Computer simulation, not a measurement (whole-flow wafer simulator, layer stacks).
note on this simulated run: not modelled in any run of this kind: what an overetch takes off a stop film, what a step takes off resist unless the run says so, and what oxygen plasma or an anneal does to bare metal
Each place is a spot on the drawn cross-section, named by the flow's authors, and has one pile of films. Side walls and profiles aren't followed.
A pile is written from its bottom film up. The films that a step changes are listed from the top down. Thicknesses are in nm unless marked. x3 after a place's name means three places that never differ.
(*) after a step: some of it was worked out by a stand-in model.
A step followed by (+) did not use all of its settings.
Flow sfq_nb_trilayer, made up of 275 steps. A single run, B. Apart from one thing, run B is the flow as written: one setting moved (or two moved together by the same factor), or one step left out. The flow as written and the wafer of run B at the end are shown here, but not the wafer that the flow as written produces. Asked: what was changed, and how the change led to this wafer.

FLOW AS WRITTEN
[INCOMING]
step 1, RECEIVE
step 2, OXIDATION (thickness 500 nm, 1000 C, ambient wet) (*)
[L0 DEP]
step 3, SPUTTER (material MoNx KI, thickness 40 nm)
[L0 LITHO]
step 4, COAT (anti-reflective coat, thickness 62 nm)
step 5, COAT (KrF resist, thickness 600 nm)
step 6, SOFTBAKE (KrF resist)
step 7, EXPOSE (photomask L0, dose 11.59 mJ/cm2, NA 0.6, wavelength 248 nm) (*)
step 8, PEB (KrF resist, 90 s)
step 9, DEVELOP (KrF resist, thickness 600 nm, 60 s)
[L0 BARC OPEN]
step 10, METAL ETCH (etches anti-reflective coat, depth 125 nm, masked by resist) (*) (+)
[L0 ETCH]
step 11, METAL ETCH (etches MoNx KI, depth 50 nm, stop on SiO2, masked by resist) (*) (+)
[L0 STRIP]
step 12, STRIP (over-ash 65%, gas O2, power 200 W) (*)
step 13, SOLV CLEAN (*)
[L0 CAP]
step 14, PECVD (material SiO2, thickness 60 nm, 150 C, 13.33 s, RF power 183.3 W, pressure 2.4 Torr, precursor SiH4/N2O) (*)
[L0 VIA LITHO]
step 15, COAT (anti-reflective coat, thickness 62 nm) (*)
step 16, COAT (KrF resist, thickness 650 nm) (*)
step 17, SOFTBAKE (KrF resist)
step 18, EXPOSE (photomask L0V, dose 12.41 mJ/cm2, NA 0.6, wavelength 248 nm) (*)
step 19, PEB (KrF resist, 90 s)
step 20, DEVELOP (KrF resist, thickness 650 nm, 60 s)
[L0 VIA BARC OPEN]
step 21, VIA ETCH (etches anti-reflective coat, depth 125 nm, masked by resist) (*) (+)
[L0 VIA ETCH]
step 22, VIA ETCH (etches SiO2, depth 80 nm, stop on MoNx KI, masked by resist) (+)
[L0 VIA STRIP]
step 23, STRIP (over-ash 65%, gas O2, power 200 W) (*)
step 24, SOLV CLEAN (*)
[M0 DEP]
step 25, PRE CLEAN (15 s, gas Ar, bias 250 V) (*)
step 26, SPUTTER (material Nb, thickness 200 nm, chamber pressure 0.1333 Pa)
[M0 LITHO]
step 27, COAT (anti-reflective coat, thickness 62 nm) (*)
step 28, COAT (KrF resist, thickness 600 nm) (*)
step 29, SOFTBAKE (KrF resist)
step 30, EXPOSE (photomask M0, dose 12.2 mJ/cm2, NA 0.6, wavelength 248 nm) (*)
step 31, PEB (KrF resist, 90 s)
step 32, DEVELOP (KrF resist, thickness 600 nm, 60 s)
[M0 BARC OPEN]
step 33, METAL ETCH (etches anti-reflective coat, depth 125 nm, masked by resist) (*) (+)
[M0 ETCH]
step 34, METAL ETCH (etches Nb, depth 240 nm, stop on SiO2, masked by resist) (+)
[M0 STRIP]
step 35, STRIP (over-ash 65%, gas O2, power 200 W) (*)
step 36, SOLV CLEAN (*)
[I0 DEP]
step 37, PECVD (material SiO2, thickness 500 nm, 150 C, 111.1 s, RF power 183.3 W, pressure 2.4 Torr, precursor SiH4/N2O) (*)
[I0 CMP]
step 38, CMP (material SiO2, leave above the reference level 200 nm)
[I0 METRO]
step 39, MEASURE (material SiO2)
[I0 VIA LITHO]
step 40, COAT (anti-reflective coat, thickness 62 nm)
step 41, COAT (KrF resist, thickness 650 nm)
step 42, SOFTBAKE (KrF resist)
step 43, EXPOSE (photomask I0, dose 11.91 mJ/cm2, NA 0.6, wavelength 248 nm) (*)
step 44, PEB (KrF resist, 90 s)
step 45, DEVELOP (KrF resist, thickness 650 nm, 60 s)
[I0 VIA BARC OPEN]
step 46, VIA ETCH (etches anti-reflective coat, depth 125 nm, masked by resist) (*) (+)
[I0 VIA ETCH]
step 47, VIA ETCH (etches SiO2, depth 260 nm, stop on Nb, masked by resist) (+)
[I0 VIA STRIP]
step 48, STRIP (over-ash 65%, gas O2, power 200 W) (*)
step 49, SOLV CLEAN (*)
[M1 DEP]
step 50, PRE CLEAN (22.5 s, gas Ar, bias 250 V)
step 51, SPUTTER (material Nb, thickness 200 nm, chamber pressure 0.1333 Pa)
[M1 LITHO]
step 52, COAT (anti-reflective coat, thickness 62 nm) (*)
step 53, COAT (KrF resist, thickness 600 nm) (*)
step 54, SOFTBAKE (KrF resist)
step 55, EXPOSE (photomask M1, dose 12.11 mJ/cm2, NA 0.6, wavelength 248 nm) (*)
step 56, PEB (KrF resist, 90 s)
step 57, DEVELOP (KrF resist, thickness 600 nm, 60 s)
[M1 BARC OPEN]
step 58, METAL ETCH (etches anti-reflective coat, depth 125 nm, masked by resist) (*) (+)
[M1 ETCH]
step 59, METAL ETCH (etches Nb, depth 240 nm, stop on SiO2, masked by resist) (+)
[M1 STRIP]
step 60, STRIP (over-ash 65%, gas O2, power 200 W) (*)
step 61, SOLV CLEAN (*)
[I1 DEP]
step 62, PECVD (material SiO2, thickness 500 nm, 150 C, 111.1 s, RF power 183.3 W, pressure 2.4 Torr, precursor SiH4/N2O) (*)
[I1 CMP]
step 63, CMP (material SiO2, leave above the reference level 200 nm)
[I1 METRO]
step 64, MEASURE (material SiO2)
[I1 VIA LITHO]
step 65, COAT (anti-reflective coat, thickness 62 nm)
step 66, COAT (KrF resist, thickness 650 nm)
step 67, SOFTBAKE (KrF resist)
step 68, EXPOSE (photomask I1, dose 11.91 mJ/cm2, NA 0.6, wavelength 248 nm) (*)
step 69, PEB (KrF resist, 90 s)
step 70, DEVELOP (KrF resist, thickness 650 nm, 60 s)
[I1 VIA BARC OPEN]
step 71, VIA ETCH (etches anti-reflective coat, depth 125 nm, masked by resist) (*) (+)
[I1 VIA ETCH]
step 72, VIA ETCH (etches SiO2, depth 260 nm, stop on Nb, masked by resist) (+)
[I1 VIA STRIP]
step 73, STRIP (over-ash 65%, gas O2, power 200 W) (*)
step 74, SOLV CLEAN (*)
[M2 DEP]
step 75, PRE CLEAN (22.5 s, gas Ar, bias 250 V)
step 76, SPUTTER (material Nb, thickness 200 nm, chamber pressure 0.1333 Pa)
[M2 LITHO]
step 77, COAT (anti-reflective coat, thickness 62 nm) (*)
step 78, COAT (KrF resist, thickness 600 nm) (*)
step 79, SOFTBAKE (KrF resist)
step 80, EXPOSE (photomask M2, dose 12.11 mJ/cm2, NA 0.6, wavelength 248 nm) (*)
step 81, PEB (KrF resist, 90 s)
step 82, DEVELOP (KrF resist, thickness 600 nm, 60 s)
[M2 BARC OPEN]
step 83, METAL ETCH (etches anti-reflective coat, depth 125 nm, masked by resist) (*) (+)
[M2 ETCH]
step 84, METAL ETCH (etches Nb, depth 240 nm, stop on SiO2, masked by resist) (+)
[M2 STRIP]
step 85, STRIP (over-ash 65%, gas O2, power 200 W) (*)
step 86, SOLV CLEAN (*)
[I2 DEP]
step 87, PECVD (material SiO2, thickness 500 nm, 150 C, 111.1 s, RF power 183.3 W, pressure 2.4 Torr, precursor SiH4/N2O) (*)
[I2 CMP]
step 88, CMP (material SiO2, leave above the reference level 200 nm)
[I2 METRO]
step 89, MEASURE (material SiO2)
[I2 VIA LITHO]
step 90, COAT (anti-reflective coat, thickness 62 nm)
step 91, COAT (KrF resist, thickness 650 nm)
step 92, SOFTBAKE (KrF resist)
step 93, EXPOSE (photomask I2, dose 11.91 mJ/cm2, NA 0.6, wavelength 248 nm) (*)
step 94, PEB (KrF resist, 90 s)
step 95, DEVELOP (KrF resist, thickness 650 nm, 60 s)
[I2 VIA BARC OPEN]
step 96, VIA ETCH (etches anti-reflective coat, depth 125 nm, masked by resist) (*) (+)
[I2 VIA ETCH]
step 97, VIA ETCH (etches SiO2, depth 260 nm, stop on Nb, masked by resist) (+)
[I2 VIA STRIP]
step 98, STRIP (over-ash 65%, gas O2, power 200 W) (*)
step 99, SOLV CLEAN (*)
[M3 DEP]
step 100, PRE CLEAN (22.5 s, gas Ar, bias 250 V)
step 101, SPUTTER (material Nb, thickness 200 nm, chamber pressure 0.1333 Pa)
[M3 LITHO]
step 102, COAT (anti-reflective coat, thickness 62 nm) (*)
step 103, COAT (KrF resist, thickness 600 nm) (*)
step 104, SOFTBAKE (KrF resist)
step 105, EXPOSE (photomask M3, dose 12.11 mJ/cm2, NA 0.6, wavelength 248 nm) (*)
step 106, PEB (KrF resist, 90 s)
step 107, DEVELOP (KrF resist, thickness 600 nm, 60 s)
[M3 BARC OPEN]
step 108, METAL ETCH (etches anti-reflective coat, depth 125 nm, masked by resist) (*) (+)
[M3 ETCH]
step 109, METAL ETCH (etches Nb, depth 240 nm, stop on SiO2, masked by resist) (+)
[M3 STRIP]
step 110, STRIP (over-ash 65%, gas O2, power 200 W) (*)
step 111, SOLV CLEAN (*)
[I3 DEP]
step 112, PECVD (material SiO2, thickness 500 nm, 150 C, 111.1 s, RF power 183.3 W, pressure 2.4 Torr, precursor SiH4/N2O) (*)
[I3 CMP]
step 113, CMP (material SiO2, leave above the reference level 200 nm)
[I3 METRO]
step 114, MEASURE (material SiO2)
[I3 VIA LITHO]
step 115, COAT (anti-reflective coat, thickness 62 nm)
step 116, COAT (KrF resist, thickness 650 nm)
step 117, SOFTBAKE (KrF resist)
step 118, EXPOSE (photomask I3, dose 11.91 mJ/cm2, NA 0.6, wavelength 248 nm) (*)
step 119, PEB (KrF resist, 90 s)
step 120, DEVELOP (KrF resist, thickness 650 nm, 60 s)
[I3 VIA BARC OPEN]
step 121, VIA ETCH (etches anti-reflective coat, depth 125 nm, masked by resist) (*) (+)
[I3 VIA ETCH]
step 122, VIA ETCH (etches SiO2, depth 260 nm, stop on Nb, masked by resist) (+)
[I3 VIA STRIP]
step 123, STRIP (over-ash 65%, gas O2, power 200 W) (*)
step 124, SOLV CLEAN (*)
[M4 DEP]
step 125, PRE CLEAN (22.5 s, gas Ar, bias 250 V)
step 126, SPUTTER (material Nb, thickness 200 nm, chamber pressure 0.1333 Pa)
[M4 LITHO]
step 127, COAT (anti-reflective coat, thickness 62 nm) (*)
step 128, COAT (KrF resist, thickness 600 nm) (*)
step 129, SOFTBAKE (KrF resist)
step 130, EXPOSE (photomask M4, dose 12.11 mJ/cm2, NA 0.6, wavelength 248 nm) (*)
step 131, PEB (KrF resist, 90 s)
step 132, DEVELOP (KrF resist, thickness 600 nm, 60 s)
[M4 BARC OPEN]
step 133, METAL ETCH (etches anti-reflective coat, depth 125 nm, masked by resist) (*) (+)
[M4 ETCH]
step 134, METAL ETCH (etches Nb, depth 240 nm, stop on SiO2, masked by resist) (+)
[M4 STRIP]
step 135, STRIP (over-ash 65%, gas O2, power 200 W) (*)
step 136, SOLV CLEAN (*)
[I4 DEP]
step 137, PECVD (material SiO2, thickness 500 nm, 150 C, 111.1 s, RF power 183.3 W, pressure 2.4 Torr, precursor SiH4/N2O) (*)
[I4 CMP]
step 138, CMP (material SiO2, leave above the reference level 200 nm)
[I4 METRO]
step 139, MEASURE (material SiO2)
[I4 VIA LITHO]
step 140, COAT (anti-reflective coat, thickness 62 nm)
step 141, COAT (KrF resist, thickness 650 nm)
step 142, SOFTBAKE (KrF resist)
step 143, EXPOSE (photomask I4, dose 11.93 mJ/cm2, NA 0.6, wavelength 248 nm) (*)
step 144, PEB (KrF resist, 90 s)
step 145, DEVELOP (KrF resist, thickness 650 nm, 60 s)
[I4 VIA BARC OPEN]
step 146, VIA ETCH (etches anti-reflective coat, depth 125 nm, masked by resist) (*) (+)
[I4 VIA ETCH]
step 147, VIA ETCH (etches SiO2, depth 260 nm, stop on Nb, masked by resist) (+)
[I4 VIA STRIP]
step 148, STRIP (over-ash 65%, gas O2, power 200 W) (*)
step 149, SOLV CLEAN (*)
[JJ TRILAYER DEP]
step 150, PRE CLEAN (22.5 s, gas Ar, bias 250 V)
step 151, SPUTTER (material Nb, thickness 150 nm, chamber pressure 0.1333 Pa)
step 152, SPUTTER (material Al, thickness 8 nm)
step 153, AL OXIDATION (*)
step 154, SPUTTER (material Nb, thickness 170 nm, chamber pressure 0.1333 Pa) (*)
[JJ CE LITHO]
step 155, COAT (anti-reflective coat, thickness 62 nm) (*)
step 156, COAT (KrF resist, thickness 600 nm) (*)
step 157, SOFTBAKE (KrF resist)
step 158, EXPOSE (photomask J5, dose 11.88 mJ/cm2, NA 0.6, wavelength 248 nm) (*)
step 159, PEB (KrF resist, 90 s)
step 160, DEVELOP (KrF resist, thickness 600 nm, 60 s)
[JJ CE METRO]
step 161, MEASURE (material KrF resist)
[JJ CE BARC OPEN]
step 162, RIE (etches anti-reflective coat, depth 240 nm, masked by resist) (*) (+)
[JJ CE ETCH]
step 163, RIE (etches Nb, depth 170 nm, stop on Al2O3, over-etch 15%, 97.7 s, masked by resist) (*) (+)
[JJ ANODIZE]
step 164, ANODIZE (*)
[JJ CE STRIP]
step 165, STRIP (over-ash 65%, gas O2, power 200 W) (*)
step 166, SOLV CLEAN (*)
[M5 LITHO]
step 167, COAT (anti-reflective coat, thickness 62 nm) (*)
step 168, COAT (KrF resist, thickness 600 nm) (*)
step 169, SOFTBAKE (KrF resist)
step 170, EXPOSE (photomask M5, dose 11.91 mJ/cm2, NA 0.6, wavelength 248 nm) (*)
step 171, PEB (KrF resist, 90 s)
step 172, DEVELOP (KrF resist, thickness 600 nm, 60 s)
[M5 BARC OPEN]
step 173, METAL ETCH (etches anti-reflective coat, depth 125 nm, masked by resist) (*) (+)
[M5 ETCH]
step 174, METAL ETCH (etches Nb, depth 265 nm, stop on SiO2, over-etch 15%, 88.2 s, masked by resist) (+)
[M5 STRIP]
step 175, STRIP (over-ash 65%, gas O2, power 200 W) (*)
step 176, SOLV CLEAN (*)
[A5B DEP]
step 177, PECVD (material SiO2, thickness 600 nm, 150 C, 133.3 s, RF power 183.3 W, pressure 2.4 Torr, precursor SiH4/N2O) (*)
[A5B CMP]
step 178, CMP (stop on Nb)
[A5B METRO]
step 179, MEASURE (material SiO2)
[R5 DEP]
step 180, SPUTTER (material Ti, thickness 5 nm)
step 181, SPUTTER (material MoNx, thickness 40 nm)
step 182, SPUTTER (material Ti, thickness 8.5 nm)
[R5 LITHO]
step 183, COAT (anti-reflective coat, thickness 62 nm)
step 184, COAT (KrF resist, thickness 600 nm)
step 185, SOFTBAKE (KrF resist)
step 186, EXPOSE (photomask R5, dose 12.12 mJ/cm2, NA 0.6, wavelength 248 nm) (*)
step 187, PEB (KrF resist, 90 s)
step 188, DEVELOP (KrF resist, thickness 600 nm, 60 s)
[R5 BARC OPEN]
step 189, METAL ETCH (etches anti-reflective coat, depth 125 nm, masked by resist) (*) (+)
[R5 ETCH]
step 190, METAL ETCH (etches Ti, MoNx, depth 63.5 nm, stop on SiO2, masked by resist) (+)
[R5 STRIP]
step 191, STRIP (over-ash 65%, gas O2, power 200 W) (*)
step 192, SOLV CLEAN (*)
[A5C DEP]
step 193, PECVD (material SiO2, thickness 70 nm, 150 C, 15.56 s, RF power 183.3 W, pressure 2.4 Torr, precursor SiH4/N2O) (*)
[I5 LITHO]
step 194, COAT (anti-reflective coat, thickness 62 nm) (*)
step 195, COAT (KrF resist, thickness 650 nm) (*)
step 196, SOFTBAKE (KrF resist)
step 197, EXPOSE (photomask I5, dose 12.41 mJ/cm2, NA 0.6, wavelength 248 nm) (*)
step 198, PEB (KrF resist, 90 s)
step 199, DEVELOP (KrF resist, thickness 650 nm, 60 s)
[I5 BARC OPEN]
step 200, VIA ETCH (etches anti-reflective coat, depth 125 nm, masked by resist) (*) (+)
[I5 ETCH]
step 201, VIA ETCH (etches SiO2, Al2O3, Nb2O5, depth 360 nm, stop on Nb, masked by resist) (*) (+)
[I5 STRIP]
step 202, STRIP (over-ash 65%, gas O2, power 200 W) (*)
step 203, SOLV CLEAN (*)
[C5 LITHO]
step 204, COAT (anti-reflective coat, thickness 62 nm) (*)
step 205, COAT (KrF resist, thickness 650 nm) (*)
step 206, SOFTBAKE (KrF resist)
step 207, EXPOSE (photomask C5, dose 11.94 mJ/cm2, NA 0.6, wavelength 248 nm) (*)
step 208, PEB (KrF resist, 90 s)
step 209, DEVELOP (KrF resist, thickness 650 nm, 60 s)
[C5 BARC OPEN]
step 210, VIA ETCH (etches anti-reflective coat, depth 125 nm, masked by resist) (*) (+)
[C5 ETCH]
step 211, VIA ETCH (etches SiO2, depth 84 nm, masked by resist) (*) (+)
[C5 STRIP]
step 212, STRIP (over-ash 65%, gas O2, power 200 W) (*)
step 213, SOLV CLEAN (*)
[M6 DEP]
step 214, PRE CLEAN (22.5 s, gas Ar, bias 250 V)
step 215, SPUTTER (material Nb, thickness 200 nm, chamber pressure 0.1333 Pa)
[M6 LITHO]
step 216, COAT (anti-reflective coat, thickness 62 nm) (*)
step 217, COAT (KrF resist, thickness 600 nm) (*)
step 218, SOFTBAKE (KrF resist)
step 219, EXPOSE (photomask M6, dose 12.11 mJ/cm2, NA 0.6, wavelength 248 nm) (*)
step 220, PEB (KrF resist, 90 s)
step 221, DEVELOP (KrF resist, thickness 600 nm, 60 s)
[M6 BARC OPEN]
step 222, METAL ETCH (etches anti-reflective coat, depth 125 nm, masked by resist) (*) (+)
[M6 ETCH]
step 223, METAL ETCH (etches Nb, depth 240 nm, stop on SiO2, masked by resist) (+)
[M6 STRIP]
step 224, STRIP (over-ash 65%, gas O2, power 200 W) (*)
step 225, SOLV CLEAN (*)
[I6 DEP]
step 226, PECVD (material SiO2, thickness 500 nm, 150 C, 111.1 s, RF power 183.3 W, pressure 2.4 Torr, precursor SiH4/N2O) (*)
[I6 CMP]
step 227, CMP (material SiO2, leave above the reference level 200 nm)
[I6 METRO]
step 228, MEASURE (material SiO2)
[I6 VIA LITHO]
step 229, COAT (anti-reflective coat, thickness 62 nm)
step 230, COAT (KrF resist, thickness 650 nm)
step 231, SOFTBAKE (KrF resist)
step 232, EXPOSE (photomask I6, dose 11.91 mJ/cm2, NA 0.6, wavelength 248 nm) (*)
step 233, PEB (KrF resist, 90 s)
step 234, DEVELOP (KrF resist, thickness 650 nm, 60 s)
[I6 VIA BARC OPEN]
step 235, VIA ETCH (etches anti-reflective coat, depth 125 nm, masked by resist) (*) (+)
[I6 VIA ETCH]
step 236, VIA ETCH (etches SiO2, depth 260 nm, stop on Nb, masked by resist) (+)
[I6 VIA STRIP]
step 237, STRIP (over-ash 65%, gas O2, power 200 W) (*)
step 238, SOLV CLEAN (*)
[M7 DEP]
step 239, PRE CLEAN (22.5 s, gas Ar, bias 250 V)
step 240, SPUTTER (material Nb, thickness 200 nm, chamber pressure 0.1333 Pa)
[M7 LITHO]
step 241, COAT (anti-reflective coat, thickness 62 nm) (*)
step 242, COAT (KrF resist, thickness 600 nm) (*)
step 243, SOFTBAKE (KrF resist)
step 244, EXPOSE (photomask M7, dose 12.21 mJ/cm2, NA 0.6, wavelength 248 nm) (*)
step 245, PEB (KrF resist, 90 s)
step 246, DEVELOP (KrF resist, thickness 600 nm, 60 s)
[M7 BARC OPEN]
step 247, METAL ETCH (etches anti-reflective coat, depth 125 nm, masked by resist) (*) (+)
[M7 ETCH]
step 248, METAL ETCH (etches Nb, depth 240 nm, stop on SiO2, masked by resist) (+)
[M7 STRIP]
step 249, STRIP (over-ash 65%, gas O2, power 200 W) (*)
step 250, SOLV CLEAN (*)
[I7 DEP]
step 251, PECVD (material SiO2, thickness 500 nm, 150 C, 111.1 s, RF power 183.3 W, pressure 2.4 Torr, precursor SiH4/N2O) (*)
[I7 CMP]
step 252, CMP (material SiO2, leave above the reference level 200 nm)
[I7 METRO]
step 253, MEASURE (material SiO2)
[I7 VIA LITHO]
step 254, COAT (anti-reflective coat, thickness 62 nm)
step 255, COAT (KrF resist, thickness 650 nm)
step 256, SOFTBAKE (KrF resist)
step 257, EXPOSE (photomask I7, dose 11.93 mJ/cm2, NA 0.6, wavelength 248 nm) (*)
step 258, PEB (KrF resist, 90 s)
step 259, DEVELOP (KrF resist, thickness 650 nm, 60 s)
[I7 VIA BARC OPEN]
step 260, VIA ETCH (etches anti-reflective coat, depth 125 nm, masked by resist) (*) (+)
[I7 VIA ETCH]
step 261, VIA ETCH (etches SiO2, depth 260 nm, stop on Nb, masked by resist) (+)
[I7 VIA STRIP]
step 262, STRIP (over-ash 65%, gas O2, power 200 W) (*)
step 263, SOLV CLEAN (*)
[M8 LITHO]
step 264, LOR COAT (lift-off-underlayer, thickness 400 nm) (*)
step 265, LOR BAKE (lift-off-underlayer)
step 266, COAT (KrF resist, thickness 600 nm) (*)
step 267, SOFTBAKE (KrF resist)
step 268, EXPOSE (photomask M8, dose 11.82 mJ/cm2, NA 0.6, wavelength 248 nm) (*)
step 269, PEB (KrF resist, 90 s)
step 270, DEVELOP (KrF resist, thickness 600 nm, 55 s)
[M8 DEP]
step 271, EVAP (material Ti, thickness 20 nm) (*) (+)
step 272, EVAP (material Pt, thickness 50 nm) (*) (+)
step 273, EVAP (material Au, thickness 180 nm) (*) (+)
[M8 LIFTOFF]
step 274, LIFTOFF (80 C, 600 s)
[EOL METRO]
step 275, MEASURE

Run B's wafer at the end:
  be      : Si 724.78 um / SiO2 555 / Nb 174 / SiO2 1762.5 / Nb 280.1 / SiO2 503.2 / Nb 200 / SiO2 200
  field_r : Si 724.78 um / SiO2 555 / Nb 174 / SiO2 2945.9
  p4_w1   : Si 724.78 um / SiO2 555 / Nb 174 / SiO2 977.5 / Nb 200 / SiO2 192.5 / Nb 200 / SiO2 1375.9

Cause: step 26, SPUTTER: thickness 174 nm was run, while the flow as written has thickness 200 nm.
One can read it off the wafer: be has Nb 174, and step 26 as written asks for 200 nm.

Step by step, how the change led to this:
  step 26, SPUTTER (material Nb, thickness 200 nm, chamber pressure 0.1333 Pa)
      field_l, v_sur, via_wl and 102 more: Nb gains 174 (new film) (it would be, as written: Nb gains 200 (new film))
      l0v: Nb gains 169.7 (new film) (it would be, as written: Nb gains 195.7 (new film))
  step 34, METAL ETCH (etches Nb, depth 240 nm, stop on SiO2, masked by resist) (+)
      moat, m0r_space_l, m0r_space_r: Nb loses 174 (all of it) (it would be, as written: Nb loses 200 (all of it))
  step 37, PECVD (material SiO2, thickness 500 nm, 150 C, 111.1 s, RF power 183.3 W, pressure 2.4 Torr, precursor SiH4/N2O) (*)
      moat, m0r_space_l, m0r_space_r: SiO2 gains 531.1 (it would be, as written: SiO2 gains 557.1)
